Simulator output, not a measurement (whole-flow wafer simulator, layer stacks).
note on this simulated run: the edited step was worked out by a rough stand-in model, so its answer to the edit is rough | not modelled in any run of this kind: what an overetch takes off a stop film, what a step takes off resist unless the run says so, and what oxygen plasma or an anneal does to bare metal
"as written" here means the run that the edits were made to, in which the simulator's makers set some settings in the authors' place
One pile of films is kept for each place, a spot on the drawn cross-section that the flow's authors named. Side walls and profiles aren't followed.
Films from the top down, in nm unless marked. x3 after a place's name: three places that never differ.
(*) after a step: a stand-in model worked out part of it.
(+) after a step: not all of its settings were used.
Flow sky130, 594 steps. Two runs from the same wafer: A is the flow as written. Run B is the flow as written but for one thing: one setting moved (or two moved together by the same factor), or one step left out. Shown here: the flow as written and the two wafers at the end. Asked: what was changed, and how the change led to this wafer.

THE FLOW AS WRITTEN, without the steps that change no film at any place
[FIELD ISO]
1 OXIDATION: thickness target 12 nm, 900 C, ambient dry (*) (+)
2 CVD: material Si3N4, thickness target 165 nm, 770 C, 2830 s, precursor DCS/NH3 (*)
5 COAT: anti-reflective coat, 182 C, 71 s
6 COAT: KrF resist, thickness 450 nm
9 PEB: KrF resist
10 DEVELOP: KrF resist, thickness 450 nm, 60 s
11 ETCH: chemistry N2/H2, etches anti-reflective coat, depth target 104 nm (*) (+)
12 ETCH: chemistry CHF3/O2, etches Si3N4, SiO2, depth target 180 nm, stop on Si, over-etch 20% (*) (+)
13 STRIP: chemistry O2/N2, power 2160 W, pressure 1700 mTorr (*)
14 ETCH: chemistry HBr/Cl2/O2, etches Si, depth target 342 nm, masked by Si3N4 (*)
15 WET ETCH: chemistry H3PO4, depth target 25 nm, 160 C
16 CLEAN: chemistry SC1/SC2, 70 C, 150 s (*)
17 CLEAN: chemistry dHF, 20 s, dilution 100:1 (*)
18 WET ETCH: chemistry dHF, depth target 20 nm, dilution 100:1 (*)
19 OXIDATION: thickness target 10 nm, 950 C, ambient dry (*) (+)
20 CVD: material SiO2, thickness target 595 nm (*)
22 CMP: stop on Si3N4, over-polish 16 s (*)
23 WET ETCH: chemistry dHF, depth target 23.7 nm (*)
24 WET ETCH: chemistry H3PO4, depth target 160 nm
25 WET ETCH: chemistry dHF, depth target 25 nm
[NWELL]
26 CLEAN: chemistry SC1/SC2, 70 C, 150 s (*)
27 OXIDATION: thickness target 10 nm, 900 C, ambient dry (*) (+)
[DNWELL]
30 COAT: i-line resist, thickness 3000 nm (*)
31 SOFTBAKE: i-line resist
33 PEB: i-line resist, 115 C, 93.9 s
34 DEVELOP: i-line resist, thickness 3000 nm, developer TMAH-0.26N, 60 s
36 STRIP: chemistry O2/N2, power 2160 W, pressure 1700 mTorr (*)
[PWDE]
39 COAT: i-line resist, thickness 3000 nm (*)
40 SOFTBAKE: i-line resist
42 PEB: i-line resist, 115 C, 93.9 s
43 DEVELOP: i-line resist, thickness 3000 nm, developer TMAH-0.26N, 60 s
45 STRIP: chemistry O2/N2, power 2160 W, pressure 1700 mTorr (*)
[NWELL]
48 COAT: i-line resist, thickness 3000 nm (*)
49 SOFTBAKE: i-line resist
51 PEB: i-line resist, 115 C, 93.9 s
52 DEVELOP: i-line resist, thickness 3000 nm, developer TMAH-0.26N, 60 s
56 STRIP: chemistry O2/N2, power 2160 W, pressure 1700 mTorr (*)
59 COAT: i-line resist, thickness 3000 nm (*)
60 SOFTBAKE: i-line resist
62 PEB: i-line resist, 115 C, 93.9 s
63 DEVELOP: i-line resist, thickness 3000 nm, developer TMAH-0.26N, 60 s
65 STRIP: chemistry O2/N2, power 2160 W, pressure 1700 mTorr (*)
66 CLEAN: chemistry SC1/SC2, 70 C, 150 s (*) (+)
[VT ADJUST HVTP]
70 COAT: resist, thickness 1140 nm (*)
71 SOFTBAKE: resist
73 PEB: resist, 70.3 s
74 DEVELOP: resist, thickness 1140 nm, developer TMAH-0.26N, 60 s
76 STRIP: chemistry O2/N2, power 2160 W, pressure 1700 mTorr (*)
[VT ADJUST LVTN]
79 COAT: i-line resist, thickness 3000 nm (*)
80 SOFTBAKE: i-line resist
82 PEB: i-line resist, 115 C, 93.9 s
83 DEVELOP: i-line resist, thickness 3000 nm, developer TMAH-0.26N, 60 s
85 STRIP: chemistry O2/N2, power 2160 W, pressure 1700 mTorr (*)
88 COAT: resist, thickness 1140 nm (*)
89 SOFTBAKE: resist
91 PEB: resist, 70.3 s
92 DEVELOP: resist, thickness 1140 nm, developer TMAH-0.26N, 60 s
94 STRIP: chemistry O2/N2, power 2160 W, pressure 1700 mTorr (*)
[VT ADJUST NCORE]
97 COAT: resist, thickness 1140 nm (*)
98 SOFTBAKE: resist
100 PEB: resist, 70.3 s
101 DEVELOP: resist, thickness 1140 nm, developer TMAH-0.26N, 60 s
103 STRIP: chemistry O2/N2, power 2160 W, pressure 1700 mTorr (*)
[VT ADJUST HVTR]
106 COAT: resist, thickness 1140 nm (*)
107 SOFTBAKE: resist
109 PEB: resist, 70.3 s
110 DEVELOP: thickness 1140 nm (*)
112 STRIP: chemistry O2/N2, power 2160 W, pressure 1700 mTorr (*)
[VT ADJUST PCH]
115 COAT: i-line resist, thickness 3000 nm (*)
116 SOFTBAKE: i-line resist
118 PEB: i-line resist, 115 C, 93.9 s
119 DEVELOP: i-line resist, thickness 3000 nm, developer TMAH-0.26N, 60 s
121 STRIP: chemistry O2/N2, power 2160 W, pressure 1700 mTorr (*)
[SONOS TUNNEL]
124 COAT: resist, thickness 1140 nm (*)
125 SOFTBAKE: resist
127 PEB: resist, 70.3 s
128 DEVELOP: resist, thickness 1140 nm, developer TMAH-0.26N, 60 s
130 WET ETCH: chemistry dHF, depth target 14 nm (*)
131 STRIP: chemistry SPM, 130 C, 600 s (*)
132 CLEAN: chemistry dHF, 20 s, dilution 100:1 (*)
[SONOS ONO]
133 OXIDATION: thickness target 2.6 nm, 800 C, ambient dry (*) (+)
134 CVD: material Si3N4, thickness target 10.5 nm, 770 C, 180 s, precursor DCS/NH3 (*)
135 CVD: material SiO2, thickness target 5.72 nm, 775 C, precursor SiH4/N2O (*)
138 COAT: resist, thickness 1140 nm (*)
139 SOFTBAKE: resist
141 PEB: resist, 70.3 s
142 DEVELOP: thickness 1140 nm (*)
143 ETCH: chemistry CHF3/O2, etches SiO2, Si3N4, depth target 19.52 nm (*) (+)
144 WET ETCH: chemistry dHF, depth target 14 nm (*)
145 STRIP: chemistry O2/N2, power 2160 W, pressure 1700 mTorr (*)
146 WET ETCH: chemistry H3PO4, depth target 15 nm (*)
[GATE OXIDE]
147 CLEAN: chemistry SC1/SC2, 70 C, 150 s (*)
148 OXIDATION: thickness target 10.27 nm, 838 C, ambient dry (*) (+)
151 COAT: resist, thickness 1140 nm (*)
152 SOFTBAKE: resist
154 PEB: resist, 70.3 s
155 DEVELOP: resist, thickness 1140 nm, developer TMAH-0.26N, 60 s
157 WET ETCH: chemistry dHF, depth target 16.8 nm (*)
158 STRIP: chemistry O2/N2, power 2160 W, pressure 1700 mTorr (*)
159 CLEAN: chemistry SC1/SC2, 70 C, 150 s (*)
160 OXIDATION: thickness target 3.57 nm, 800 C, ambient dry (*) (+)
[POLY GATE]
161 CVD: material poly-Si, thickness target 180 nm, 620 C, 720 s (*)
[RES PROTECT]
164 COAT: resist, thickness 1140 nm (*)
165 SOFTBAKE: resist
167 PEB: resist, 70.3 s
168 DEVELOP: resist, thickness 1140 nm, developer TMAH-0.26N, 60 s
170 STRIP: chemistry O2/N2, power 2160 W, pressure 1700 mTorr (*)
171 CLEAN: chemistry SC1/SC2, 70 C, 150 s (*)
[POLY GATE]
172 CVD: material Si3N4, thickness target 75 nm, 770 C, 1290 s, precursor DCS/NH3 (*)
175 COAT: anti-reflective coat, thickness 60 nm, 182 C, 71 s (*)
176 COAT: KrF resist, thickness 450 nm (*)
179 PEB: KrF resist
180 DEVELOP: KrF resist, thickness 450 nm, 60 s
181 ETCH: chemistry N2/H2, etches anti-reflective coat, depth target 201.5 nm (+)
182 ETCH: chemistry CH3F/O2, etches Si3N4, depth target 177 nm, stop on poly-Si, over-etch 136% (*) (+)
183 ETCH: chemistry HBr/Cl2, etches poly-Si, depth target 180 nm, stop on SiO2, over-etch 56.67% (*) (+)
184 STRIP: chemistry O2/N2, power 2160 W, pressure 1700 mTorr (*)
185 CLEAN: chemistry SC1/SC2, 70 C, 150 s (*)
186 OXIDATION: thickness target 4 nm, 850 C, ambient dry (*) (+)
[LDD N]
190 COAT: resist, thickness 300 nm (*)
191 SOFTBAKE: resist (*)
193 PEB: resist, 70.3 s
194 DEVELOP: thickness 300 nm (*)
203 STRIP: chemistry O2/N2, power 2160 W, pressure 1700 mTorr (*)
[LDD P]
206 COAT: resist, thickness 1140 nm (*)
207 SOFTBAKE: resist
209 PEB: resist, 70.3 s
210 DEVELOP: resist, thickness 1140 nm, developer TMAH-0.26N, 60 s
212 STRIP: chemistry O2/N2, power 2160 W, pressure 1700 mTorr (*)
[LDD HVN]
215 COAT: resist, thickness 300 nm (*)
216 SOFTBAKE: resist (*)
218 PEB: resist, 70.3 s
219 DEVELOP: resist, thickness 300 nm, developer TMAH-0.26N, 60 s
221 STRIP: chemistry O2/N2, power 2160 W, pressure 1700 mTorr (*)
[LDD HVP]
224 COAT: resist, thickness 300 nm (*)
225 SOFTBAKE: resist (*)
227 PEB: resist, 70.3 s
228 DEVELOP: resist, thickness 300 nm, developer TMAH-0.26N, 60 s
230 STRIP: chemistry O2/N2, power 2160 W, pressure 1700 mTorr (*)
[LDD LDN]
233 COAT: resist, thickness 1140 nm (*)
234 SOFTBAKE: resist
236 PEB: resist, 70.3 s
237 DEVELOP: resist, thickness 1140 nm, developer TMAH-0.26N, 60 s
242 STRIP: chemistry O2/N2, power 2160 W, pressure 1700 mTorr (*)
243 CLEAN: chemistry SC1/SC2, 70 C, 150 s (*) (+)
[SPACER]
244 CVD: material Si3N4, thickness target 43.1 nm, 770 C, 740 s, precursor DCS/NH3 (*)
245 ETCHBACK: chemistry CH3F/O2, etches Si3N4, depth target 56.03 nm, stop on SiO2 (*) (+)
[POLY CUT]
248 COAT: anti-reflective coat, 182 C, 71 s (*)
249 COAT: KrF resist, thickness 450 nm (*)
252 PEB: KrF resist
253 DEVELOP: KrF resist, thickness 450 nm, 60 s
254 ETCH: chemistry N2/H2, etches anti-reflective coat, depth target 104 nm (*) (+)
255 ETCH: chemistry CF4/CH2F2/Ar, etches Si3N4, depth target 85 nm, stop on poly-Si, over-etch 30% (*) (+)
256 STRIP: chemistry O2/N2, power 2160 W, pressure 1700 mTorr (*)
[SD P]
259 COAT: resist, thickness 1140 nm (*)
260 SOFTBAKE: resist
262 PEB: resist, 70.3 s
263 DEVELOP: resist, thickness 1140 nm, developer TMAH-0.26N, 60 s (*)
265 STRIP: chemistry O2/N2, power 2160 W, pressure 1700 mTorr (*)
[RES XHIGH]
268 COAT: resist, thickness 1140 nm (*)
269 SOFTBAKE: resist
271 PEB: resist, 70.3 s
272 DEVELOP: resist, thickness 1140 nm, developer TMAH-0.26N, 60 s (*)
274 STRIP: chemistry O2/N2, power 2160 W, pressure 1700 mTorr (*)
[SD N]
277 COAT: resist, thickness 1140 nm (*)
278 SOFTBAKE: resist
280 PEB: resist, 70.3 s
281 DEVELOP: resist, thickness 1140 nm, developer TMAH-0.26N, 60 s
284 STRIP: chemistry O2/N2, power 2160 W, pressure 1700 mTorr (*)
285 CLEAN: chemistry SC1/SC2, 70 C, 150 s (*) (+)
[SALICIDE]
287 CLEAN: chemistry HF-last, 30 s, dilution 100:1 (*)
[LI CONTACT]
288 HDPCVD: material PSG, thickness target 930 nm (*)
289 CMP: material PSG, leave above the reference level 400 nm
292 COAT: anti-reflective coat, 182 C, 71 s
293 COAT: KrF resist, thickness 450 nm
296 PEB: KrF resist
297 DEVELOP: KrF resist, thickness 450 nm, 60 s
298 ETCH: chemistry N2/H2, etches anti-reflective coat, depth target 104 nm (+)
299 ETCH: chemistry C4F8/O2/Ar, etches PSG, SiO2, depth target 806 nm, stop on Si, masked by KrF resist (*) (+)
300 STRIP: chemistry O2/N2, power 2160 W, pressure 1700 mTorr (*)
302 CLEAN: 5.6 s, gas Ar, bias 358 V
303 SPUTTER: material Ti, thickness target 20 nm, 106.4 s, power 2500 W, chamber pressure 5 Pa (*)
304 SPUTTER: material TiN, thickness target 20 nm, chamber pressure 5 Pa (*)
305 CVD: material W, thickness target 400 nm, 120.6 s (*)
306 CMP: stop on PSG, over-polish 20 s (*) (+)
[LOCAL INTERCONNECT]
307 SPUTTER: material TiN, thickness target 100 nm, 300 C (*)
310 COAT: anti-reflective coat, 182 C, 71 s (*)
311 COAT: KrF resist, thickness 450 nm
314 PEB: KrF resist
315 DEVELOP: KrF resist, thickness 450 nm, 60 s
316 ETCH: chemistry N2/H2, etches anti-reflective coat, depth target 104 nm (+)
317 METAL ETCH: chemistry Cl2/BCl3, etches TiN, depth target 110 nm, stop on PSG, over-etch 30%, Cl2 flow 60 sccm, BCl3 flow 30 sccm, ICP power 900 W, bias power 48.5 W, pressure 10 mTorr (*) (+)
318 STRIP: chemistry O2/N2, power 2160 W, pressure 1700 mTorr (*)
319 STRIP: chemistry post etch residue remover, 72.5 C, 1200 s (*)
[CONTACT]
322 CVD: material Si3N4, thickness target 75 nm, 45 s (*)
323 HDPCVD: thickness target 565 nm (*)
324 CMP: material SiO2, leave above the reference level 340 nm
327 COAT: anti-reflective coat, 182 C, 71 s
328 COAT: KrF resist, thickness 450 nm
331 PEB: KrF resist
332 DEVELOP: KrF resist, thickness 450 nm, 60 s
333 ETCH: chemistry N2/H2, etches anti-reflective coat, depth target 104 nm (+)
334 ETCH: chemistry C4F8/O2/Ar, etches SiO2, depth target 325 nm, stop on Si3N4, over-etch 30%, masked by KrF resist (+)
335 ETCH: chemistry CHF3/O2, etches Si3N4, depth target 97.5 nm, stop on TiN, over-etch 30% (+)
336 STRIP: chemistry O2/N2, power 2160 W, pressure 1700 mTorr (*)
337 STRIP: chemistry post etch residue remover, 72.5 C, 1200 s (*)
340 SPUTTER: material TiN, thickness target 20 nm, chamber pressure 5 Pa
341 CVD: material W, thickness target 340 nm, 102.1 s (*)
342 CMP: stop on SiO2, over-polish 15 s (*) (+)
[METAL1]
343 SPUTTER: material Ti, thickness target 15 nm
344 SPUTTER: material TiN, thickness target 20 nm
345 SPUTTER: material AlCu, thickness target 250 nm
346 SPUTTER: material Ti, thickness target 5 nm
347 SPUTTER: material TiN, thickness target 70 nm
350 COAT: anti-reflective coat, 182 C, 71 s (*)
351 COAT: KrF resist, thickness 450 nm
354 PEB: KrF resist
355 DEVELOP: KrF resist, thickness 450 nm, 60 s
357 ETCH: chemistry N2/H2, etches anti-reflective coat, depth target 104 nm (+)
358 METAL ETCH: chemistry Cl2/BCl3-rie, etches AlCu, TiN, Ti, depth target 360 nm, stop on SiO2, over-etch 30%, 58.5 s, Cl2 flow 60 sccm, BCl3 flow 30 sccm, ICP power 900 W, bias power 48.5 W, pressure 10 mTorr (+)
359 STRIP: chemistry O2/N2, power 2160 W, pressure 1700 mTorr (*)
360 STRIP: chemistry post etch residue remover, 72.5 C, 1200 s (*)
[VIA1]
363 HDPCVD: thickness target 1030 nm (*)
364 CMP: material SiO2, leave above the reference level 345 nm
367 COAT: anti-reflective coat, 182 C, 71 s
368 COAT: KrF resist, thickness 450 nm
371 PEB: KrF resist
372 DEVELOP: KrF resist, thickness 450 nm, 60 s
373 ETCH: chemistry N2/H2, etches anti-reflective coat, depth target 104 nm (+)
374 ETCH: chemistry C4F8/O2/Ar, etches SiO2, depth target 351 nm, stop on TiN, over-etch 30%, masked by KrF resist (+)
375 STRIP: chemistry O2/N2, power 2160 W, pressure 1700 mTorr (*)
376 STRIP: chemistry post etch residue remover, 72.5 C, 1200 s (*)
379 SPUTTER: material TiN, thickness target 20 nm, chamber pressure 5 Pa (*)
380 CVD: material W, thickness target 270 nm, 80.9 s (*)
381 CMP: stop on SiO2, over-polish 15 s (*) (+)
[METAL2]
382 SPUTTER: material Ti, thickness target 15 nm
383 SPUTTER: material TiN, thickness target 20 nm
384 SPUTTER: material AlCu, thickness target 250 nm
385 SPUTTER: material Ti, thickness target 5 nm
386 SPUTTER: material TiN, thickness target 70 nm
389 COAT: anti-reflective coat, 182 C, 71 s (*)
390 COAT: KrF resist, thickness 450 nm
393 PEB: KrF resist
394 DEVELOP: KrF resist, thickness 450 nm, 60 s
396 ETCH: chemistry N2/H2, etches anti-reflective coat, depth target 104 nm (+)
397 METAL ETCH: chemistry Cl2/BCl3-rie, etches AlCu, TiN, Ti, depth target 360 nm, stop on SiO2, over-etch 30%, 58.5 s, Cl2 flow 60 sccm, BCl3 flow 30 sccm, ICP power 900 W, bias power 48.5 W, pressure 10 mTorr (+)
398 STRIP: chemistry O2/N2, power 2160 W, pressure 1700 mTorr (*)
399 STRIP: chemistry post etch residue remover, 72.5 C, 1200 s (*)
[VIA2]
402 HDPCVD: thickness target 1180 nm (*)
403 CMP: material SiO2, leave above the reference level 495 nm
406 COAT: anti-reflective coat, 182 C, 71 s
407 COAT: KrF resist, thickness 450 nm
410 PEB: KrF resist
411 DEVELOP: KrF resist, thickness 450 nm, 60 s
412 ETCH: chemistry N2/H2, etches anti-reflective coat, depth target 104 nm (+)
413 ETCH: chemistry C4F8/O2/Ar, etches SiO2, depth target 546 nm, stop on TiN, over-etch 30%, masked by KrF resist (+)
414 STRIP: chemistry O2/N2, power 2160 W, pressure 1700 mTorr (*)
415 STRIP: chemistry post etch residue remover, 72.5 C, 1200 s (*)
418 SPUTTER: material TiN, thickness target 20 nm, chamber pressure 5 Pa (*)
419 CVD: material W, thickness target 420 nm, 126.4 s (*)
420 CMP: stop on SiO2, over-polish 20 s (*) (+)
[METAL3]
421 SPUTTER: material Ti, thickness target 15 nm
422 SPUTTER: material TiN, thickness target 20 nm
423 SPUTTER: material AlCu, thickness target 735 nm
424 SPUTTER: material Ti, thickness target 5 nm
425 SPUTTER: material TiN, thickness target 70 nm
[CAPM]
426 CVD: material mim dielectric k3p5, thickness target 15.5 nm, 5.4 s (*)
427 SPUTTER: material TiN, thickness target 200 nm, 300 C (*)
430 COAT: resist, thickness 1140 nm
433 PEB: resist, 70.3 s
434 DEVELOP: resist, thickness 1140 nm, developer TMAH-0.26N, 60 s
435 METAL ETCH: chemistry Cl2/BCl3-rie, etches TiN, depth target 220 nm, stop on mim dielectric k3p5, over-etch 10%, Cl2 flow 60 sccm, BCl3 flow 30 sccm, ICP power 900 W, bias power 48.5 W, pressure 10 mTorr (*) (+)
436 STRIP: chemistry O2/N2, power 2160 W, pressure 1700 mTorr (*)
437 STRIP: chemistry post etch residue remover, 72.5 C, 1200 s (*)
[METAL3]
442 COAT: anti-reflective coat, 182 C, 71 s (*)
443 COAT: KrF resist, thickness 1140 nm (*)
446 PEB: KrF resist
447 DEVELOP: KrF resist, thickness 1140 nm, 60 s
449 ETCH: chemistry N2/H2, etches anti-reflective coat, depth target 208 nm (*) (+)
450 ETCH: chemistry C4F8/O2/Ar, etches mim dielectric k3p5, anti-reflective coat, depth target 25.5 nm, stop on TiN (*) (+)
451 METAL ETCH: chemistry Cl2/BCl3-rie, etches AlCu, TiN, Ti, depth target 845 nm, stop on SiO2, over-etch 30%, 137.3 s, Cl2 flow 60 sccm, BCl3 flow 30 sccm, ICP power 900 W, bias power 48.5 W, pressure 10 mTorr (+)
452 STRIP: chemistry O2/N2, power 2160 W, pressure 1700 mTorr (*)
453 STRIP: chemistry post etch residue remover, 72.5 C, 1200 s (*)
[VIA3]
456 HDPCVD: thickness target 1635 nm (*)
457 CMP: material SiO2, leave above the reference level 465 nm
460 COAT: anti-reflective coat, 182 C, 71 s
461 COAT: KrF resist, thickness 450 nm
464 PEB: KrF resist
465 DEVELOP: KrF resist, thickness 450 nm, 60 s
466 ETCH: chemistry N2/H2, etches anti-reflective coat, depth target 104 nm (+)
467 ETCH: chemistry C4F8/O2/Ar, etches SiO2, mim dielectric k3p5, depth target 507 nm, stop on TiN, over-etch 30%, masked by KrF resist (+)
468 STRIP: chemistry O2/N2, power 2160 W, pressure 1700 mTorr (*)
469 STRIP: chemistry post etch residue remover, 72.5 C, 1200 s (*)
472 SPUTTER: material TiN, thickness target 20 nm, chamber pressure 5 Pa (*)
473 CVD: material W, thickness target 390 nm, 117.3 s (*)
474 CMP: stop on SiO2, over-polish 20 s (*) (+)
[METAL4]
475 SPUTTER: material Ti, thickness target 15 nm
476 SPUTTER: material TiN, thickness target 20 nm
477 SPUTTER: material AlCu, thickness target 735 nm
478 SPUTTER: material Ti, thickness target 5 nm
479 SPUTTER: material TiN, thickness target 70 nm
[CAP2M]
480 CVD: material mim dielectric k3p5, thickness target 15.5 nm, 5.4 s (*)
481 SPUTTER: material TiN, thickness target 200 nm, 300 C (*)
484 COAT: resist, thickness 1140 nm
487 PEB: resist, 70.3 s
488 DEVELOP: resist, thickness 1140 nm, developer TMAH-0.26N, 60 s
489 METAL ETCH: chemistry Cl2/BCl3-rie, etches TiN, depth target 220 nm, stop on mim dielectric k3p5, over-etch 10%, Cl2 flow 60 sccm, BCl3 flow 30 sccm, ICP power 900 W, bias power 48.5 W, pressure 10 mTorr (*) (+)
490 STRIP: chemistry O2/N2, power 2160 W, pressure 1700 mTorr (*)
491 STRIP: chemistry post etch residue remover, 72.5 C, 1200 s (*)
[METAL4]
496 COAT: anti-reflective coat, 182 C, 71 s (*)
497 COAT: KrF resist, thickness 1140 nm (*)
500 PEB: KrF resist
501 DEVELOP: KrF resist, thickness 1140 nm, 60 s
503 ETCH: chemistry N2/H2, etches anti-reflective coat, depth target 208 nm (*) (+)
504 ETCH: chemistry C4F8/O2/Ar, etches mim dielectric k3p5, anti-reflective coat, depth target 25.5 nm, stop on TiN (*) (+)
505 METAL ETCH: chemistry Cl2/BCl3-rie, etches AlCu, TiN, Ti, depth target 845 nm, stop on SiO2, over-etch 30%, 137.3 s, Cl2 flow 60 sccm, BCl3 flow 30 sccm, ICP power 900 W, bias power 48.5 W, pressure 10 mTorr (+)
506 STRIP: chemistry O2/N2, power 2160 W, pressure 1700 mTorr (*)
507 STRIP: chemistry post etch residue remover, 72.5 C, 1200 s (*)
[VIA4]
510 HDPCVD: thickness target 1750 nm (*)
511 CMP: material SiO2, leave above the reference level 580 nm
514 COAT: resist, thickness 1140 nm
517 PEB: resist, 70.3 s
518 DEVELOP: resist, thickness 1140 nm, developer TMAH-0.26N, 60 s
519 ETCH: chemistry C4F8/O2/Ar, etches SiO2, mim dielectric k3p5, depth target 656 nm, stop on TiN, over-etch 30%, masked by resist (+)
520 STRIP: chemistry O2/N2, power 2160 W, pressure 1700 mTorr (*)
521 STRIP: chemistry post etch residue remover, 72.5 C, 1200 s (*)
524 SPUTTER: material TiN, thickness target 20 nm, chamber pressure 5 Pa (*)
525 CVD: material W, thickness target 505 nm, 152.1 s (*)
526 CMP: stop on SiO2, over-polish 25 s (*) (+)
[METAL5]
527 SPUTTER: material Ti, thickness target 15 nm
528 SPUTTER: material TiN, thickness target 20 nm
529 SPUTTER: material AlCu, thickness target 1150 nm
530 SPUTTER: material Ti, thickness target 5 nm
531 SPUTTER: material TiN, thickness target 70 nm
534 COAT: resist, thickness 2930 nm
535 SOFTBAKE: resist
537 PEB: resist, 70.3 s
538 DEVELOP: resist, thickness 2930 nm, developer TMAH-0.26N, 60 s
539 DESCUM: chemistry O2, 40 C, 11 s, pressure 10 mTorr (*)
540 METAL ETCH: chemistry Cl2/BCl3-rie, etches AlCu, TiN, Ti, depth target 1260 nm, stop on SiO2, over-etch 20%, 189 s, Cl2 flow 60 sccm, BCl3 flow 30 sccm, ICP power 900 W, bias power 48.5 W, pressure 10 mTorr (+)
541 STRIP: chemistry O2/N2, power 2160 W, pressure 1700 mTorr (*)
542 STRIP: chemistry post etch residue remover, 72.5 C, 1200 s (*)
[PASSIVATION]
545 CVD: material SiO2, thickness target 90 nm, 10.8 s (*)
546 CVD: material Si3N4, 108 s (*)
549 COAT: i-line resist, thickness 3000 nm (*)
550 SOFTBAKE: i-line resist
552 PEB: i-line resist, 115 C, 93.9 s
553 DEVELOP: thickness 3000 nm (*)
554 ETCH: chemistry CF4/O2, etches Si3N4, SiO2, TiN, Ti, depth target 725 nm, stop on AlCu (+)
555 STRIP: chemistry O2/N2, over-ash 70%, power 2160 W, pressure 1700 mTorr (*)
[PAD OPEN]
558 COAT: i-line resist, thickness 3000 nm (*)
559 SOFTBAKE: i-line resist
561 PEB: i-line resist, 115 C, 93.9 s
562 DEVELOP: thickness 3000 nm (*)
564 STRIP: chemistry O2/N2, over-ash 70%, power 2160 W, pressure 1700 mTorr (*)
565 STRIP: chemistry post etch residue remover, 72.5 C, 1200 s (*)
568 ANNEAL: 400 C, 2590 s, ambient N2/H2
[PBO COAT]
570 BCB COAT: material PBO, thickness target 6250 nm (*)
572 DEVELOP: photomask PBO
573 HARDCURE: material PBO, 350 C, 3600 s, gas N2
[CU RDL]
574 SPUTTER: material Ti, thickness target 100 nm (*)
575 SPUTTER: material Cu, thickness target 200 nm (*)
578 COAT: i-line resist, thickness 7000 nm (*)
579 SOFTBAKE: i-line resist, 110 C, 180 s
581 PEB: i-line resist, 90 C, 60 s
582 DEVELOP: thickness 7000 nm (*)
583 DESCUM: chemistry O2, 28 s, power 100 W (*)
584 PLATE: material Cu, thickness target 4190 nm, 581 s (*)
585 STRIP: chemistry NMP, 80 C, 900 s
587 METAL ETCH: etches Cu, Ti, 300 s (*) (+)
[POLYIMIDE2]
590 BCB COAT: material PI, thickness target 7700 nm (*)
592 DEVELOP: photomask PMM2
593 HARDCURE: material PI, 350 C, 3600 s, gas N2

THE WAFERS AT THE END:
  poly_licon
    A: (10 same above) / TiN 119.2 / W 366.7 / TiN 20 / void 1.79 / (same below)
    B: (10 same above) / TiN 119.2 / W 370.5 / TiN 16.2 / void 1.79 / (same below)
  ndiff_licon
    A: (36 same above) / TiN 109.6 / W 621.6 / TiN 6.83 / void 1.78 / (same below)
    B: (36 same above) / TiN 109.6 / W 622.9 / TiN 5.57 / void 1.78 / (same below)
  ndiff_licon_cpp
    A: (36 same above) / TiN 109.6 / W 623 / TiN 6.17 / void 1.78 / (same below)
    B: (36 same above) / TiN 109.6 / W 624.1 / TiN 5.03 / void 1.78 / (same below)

The cause: step 304, SPUTTER: thickness target 16.2 nm was run, where the flow has thickness target 20 nm.
It can be read off the wafer: poly_licon has TiN 16.2, and step 304 as written asks for 20 nm.

How the change led to this, step by step:
  304 SPUTTER: material TiN, thickness target 20 nm, chamber pressure 5 Pa (*)
      field, active, n_well and 185 more: A TiN +20 (new film) | B TiN +16.2 (new film)
      ndiff_licon: A TiN +6.83 (new film) | B TiN +5.57 (new film)
      (and at 2 more places)
  306 CMP: stop on PSG, over-polish 20 s (*) (+)
      field, active, n_well and 184 more: A W -400 (all of it), TiN -20 (all of it), Ti -20 (all of it), PSG -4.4 | B W -400 (all of it), TiN -16.2 (all of it), Ti -20 (all of it), PSG -4.4
      poly_licon: A W -33.3 | B W -29.5
